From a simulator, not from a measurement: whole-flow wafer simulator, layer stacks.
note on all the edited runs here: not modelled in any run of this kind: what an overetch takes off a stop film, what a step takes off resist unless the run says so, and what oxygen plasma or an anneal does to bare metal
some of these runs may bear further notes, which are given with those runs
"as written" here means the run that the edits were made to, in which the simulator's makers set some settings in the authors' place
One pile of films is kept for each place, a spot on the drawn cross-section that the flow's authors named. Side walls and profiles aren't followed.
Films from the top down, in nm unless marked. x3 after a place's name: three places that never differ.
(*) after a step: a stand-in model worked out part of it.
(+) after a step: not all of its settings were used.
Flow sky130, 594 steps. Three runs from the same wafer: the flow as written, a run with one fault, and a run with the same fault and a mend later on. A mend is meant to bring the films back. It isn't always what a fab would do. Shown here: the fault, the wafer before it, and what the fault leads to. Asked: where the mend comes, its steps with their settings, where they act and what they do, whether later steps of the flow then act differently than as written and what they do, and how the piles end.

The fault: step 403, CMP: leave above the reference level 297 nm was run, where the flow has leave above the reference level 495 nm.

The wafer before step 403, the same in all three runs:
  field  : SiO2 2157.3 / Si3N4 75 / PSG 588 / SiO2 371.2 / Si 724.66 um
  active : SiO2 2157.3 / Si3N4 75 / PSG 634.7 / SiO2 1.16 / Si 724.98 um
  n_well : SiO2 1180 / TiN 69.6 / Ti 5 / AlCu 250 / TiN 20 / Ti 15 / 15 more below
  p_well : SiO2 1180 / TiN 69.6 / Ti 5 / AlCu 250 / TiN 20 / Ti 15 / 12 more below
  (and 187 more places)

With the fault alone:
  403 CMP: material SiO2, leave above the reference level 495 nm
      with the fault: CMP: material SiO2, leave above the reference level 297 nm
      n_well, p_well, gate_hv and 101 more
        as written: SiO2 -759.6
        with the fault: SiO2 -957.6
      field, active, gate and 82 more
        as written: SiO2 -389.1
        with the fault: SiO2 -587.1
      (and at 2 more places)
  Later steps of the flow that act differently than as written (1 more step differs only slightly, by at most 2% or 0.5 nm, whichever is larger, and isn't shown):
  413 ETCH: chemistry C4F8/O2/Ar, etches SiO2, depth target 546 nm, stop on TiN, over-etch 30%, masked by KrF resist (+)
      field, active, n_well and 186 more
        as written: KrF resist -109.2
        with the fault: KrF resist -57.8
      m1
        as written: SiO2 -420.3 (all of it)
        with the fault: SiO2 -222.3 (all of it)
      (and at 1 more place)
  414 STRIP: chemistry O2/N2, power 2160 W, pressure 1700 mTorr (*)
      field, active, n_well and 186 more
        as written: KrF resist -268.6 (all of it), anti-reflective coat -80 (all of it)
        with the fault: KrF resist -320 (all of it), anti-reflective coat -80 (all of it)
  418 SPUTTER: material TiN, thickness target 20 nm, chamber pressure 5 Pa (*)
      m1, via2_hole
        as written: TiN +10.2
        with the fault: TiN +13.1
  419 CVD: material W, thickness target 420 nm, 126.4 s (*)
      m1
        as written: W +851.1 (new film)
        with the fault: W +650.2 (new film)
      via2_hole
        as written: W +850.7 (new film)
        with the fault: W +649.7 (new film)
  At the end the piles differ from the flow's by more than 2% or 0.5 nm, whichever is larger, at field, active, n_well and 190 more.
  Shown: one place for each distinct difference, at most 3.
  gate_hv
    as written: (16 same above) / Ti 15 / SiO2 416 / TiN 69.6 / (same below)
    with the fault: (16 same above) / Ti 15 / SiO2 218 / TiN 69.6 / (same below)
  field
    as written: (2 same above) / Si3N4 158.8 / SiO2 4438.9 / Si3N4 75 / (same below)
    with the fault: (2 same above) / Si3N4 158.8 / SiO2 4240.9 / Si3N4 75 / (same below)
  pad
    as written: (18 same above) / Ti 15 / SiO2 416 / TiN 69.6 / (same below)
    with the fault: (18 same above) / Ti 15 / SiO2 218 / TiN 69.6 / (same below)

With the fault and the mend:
  The mend comes after step 403.
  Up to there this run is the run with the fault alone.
  403a HDPCVD: thickness target 198 nm (*) (the flow's step 402 once more, with other settings)
      field, active, n_well and 188 more
        SiO2 +198
  No later step of the flow acts differently than as written, at any place that is followed, by more than 2% or 0.5 nm, whichever is larger.
  At the end the piles are the same as the flow's at every place that both follow.
